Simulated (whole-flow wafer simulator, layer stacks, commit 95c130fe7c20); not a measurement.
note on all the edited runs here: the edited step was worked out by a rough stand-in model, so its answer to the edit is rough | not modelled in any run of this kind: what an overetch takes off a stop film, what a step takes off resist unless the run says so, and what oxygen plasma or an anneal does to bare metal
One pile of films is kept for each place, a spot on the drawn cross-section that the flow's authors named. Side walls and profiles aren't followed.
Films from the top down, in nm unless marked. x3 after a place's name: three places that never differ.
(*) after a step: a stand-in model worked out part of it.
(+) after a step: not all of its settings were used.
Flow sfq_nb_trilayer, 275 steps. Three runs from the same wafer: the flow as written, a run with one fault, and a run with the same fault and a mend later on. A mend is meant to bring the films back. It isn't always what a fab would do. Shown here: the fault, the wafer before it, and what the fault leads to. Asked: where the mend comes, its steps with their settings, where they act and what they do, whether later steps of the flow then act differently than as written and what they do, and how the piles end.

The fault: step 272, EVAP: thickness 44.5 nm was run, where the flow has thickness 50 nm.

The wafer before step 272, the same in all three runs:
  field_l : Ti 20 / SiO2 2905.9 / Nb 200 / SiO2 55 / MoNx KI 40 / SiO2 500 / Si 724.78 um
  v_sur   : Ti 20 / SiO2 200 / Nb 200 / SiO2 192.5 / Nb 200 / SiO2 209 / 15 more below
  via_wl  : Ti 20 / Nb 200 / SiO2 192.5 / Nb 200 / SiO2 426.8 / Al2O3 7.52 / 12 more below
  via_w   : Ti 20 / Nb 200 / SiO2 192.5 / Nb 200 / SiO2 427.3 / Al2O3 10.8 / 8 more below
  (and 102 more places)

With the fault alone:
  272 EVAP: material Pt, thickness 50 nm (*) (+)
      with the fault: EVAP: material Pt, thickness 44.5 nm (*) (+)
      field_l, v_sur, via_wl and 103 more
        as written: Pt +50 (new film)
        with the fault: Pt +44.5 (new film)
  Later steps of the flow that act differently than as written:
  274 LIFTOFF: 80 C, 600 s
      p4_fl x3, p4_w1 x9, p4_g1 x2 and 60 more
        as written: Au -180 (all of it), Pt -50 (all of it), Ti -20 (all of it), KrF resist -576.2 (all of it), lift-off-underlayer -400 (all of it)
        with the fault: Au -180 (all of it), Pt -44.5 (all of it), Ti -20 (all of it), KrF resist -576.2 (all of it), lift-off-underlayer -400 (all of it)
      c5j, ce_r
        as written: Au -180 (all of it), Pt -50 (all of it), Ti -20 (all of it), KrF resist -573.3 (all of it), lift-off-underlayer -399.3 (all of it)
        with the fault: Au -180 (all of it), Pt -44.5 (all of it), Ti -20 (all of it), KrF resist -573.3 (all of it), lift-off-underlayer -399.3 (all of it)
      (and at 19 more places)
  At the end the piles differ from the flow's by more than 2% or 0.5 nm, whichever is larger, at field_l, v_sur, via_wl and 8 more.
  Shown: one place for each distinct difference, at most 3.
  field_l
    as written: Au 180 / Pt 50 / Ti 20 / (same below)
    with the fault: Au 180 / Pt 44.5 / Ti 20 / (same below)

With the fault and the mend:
  The mend comes after step 272.
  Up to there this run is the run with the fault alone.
  272a EVAP: material Pt, thickness 5.5 nm (*) (+) (the flow's step 272 once more, with other settings)
      field_l, v_sur, via_wl and 103 more
        Pt +5.5
  No later step of the flow acts differently than as written at any place that is followed.
  At the end the piles are the same as the flow's at every place that both follow.
